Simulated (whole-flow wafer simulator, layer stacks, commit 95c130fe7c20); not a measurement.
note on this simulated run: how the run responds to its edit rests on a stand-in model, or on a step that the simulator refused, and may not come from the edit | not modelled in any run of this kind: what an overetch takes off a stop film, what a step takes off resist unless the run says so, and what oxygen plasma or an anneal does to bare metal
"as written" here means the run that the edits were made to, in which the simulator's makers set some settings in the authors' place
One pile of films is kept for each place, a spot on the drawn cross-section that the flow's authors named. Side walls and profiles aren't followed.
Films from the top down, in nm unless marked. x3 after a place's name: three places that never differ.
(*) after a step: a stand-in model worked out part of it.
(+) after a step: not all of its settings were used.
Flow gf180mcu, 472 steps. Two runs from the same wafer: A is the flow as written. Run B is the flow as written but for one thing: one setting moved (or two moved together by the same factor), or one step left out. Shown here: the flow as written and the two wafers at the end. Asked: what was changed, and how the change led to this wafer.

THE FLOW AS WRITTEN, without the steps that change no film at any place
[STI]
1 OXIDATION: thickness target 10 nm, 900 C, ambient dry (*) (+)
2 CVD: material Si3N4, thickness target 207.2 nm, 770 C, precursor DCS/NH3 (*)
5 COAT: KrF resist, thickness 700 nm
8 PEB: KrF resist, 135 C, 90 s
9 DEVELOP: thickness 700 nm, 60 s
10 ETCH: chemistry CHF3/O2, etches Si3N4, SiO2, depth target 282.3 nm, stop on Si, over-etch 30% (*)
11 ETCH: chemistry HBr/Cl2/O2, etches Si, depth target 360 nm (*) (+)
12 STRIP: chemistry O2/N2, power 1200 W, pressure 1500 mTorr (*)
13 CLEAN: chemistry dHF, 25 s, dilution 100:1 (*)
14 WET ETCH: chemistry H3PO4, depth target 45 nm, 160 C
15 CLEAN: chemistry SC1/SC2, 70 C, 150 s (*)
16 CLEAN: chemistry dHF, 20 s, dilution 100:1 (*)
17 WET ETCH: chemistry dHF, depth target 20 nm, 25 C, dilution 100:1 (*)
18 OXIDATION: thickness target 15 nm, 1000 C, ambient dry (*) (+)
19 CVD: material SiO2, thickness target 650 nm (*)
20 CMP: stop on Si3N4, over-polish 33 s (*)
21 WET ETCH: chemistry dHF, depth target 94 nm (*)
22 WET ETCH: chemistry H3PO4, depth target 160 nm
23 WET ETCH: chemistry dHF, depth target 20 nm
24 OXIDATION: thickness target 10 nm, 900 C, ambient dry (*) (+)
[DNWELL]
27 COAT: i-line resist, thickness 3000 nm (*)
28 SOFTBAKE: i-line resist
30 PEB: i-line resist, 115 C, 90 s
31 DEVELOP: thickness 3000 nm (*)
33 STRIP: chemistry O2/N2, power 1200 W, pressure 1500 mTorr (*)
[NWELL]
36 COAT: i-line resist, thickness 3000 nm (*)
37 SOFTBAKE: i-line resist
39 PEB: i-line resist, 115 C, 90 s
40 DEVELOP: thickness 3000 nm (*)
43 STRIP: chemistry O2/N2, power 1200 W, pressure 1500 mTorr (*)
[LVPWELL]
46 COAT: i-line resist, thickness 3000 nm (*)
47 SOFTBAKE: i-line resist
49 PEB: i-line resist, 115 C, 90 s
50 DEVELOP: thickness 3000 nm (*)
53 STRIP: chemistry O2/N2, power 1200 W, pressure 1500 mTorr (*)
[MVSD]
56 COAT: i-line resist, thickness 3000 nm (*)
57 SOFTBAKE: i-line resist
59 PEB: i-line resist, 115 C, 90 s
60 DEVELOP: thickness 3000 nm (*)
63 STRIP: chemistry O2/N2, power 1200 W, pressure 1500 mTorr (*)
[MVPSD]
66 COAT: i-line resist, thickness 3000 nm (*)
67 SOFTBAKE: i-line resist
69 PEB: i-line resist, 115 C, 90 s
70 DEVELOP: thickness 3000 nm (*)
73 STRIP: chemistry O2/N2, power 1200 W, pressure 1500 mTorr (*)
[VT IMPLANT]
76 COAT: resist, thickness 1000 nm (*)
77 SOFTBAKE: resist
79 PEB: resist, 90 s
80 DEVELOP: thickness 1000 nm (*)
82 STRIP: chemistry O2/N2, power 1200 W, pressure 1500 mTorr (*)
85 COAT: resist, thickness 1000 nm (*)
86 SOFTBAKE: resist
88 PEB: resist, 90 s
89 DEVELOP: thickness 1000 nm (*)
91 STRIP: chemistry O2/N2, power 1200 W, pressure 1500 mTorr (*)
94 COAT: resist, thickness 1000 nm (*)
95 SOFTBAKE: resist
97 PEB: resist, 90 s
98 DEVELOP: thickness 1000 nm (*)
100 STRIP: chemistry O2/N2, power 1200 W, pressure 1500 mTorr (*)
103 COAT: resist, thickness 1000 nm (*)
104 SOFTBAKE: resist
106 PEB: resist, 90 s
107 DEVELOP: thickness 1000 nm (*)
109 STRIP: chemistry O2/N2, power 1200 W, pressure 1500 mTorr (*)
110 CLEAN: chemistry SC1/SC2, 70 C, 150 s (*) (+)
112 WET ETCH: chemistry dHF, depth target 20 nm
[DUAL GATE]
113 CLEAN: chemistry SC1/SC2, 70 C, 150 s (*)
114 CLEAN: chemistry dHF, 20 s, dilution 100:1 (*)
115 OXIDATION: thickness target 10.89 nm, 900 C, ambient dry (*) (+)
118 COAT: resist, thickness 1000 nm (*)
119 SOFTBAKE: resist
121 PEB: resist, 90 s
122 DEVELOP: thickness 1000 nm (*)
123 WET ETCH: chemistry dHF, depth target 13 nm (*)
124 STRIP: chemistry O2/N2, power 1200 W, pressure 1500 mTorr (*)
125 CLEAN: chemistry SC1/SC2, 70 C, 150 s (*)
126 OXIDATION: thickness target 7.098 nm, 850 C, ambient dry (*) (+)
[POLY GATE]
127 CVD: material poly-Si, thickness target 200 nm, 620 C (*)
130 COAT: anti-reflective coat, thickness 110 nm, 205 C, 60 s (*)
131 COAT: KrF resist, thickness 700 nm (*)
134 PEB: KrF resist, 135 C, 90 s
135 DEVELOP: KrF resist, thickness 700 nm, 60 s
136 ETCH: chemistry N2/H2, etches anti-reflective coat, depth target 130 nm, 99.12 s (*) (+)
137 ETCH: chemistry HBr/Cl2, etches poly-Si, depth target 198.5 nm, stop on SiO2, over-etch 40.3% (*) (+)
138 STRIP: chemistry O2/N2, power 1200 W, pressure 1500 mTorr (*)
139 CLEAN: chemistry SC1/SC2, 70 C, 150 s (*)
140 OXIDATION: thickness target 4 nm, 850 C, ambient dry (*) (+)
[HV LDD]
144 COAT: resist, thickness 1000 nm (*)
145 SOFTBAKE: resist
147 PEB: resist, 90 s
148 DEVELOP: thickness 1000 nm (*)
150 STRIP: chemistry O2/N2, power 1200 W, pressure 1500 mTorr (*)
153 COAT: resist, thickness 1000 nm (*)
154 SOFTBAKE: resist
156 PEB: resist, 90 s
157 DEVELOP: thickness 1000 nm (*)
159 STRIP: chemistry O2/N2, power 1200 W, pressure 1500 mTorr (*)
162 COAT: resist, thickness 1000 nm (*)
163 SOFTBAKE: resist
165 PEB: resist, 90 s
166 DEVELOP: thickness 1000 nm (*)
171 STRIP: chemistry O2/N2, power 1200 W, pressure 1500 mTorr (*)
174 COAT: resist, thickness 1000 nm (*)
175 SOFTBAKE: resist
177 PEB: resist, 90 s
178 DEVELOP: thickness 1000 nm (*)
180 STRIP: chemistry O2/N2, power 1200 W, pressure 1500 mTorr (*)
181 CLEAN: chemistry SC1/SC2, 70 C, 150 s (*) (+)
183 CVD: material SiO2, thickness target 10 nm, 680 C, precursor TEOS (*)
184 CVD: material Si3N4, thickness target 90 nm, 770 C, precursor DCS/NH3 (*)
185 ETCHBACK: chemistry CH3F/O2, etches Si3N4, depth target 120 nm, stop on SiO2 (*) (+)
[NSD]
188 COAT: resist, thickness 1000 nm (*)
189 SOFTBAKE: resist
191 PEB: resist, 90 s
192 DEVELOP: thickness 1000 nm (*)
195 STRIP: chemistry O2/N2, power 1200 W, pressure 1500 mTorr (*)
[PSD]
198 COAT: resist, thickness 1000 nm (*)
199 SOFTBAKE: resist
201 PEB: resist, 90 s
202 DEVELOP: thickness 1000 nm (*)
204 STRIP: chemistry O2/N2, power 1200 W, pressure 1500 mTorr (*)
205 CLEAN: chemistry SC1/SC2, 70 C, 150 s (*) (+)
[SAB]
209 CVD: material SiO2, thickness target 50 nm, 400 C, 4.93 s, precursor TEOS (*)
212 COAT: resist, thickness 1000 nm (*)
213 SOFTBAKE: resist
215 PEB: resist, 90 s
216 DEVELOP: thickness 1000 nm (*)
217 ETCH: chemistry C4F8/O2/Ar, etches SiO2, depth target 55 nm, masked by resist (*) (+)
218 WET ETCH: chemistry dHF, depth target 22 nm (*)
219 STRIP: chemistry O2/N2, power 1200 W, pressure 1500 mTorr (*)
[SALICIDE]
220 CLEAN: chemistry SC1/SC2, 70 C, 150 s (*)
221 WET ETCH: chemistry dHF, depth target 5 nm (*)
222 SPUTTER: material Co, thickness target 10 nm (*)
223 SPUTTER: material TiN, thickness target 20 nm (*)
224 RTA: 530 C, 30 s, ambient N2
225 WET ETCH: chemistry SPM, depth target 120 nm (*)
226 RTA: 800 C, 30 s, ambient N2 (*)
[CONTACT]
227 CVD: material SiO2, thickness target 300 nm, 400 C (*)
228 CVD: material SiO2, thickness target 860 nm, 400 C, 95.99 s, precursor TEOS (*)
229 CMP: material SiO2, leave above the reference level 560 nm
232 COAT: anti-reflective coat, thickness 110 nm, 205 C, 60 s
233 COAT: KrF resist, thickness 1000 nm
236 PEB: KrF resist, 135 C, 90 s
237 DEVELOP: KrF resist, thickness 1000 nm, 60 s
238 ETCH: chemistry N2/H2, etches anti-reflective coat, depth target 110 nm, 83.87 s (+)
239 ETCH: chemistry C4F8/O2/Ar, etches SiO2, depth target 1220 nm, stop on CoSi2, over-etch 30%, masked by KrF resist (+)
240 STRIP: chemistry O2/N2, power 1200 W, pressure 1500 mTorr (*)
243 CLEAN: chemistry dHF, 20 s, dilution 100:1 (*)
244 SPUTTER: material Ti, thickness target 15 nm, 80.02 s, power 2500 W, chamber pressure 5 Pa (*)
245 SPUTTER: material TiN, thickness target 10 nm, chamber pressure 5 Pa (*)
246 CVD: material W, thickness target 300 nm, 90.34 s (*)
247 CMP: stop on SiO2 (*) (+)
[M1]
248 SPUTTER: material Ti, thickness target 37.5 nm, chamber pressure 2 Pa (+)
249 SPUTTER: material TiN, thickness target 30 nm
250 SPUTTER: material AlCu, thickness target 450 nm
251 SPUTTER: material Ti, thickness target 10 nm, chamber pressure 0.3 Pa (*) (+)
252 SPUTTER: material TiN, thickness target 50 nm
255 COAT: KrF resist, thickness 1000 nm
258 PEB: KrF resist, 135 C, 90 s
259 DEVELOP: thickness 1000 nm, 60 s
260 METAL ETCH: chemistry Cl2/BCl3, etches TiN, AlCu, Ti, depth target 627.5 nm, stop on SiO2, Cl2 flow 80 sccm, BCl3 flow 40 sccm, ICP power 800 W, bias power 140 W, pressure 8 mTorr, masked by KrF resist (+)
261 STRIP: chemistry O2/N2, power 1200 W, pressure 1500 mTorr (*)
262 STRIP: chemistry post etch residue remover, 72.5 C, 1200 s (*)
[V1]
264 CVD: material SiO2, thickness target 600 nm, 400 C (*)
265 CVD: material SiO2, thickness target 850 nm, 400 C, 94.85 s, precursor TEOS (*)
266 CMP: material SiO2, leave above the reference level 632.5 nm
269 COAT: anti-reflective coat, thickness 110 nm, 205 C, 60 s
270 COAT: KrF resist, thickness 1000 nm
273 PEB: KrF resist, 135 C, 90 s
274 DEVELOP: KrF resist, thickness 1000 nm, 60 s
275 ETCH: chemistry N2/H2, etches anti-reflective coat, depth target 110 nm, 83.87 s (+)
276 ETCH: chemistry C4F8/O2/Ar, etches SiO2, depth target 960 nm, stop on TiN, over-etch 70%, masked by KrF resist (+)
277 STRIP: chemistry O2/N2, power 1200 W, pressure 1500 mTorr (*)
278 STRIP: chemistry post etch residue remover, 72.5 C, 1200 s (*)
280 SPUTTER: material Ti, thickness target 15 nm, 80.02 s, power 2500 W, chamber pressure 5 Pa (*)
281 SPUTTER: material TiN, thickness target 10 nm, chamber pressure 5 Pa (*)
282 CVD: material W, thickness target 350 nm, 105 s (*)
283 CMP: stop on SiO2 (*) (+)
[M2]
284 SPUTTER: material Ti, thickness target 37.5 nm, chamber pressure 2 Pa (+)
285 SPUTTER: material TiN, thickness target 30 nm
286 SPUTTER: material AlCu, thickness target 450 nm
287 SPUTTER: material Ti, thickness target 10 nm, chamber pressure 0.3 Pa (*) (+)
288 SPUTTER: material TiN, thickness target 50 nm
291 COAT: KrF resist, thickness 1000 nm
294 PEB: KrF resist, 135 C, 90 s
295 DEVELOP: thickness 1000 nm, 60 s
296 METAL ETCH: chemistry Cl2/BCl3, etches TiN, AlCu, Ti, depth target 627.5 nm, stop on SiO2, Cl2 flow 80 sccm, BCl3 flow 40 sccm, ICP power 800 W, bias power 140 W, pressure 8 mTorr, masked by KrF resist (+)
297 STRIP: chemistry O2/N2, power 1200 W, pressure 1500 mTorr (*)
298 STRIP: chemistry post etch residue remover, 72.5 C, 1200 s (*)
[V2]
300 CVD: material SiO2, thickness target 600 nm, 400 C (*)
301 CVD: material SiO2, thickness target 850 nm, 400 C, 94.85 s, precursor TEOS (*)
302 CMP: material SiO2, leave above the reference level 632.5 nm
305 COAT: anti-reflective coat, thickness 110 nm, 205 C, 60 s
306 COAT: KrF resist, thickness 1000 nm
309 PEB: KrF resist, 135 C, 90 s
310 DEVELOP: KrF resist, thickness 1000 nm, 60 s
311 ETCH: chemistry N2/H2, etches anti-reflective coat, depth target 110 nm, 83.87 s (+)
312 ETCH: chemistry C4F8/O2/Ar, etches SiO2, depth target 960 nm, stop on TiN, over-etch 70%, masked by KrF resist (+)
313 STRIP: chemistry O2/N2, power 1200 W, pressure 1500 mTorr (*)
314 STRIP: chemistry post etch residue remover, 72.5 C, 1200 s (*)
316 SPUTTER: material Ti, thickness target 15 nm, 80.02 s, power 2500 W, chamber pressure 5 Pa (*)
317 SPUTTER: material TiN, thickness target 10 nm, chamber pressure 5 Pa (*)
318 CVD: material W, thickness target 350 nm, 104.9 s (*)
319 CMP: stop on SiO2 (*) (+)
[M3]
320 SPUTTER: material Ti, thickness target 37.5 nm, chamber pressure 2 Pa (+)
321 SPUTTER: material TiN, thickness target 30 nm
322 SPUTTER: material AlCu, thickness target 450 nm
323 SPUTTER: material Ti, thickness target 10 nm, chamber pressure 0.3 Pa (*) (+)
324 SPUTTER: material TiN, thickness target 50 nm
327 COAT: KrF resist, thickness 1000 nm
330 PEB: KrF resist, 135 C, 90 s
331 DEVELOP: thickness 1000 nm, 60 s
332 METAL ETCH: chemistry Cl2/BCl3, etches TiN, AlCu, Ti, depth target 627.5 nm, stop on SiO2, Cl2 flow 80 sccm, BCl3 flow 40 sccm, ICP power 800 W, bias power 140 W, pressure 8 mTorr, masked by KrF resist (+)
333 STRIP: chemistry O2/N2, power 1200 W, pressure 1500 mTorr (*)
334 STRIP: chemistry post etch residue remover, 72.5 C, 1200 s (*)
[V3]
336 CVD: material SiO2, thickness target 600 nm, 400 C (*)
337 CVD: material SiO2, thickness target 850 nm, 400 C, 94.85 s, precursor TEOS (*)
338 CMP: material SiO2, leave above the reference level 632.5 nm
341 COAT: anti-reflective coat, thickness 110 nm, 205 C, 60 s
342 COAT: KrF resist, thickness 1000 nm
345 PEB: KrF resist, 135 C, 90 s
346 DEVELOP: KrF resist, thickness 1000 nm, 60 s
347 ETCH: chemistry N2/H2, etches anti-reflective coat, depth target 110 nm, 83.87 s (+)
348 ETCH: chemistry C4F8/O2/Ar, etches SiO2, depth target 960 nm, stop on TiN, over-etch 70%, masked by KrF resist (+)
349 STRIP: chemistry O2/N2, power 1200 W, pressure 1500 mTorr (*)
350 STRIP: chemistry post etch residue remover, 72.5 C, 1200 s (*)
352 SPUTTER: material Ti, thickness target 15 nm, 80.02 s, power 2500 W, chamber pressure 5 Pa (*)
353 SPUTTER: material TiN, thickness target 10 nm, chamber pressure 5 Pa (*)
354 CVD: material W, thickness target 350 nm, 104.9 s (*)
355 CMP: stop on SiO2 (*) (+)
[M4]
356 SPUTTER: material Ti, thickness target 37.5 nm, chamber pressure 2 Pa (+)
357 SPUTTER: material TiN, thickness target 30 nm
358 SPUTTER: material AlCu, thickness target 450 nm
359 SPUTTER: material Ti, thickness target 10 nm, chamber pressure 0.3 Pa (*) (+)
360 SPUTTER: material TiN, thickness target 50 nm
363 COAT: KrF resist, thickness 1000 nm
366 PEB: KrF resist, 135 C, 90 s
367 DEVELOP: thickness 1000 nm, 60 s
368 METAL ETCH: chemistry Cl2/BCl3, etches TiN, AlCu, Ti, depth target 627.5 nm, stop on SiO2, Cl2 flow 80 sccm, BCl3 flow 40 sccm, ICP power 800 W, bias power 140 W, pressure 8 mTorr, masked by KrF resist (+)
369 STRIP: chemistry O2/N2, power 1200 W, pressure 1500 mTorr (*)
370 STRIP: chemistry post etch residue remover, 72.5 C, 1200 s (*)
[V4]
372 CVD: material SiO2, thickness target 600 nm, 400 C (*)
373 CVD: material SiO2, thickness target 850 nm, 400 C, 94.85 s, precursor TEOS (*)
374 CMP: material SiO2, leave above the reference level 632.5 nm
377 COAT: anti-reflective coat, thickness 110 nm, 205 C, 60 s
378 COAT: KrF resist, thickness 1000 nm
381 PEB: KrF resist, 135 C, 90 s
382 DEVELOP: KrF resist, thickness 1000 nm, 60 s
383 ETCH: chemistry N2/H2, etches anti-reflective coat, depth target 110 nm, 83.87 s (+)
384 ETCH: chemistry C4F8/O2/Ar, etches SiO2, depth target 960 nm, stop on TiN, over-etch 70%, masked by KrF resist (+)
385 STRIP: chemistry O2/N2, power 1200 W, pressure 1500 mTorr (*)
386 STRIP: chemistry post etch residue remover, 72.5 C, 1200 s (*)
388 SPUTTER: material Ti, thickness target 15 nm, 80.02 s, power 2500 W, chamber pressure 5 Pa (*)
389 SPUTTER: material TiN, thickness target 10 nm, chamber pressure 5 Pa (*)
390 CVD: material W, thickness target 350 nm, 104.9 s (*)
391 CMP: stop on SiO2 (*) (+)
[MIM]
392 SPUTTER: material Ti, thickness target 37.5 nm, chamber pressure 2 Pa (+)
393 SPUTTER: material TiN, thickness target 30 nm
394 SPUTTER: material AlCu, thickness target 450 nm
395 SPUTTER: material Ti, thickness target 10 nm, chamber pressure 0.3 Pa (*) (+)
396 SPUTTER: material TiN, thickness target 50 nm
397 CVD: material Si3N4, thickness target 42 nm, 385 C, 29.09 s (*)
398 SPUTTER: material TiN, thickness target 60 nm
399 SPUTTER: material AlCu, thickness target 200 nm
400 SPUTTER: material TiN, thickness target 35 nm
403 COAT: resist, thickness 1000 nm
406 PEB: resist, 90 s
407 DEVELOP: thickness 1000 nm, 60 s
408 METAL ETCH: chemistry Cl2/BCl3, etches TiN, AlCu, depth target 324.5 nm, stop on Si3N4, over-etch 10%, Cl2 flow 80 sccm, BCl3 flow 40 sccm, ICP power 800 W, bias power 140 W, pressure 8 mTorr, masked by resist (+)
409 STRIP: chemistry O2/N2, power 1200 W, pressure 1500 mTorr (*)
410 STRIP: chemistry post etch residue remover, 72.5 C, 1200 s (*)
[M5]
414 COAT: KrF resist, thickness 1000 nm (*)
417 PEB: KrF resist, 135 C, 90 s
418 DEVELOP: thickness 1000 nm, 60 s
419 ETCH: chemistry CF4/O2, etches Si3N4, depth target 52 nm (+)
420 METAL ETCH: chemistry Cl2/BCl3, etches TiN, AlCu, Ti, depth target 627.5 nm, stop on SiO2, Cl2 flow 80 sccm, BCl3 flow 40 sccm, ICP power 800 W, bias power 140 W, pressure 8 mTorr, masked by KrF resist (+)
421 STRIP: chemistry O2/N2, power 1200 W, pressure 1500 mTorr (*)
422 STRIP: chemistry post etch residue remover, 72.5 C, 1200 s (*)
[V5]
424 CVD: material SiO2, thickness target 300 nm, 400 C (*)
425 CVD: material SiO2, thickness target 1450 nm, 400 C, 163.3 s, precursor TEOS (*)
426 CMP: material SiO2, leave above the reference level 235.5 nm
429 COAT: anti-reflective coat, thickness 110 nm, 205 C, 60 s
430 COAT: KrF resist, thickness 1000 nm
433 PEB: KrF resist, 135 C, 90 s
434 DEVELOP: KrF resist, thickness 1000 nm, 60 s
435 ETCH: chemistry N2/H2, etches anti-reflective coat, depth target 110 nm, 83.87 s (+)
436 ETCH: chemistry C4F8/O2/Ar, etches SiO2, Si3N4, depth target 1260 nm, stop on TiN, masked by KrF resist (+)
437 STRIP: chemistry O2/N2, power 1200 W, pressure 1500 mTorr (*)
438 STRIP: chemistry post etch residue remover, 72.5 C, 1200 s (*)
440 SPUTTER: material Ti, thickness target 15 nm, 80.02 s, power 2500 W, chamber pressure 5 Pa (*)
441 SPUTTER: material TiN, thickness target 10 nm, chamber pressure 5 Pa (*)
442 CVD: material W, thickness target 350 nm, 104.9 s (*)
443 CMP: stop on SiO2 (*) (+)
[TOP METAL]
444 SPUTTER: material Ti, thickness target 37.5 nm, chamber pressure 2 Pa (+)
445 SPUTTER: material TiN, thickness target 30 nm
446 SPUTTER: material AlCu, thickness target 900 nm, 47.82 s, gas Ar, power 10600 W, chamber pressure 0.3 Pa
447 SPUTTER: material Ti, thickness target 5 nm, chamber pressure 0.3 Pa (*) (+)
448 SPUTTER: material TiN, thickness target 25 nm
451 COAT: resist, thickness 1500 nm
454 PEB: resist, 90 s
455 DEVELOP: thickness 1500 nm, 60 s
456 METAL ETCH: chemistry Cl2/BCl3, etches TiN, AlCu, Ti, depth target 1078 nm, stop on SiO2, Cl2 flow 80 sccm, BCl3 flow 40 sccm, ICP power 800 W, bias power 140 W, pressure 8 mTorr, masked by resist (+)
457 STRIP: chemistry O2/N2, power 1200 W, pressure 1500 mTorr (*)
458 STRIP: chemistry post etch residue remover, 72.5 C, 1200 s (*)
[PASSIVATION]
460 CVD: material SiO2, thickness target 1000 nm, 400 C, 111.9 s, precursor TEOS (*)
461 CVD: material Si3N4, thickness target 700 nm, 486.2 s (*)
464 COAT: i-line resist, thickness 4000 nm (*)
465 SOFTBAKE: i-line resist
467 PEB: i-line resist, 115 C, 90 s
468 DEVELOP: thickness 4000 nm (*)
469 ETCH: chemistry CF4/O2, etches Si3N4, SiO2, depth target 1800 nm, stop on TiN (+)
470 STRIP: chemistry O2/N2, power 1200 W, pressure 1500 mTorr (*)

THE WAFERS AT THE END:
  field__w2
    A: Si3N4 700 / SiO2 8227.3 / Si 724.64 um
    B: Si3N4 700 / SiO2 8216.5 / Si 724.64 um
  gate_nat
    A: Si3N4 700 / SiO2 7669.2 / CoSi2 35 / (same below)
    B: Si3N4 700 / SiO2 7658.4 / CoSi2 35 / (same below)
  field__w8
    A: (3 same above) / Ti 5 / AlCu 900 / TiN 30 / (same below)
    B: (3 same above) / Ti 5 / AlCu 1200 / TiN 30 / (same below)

The cause: step 446, SPUTTER: thickness target 1200 nm was run, where the flow has thickness target 900 nm; step 456, METAL ETCH: depth target 1430 nm was run, where the flow has depth target 1078 nm.
It can be read off the wafer: field__w8 has AlCu 1200, and step 446 as written asks for 900 nm.

How the change led to this, step by step:
  446 SPUTTER: material AlCu, thickness target 900 nm, 47.82 s, gas Ar, power 10600 W, chamber pressure 0.3 Pa
      field, field__w1, field__w2 and 109 more: A AlCu +900 (new film) | B AlCu +1200 (new film)
  456 METAL ETCH: chemistry Cl2/BCl3, etches TiN, AlCu, Ti, depth target 1078 nm, stop on SiO2, Cl2 flow 80 sccm, BCl3 flow 40 sccm, ICP power 800 W, bias power 140 W, pressure 8 mTorr, masked by resist (+)
      field, field__w1, field__w2 and 103 more: A TiN -25 (all of it), Ti -5 (all of it), AlCu -900 (all of it), TiN -30 (all of it), Ti -37.5 (all of it) | B TiN -25 (all of it), Ti -5 (all of it), AlCu -1200 (all of it), TiN -30 (all of it), Ti -37.5 (all of it)
      field__w8, contact, m1, m1__w1, pad, m1_nw: A resist -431 | B resist -572
  457 STRIP: chemistry O2/N2, power 1200 W, pressure 1500 mTorr (*)
      field__w8, contact, m1, m1__w1, pad, m1_nw: A resist -980.8 (all of it) | B resist -839.8 (all of it)
  464 COAT: i-line resist, thickness 4000 nm (*)
      field__w8: A i-line resist +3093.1 (new film) | B i-line resist +2832.5 (new film)
      contact: A i-line resist +3153.6 (new film) | B i-line resist +2884.8 (new film)
      (and at 4 more places)
  465 SOFTBAKE: i-line resist
      active_hv: A i-line resist +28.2 | B i-line resist -43.3
      field: A i-line resist -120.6 | B i-line resist -160.9
      (and at 66 more places)
  467 PEB: i-line resist, 115 C, 90 s
      field__w8, m1__w1: A i-line resist -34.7 | B i-line resist -30.1
      contact, m1: A i-line resist -35.1 | B i-line resist -30.3
      (and at 2 more places)
  468 DEVELOP: thickness 4000 nm (*)
      pad: A i-line resist -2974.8 (all of it) | B i-line resist -2669.1 (all of it)
  470 STRIP: chemistry O2/N2, power 1200 W, pressure 1500 mTorr (*)
      field__w8, m1__w1: A i-line resist -1787.7 (all of it) | B i-line resist -1498.9 (all of it)
      contact: A i-line resist -1811.2 (all of it) | B i-line resist -1512.6 (all of it)
      (and at 2 more places)
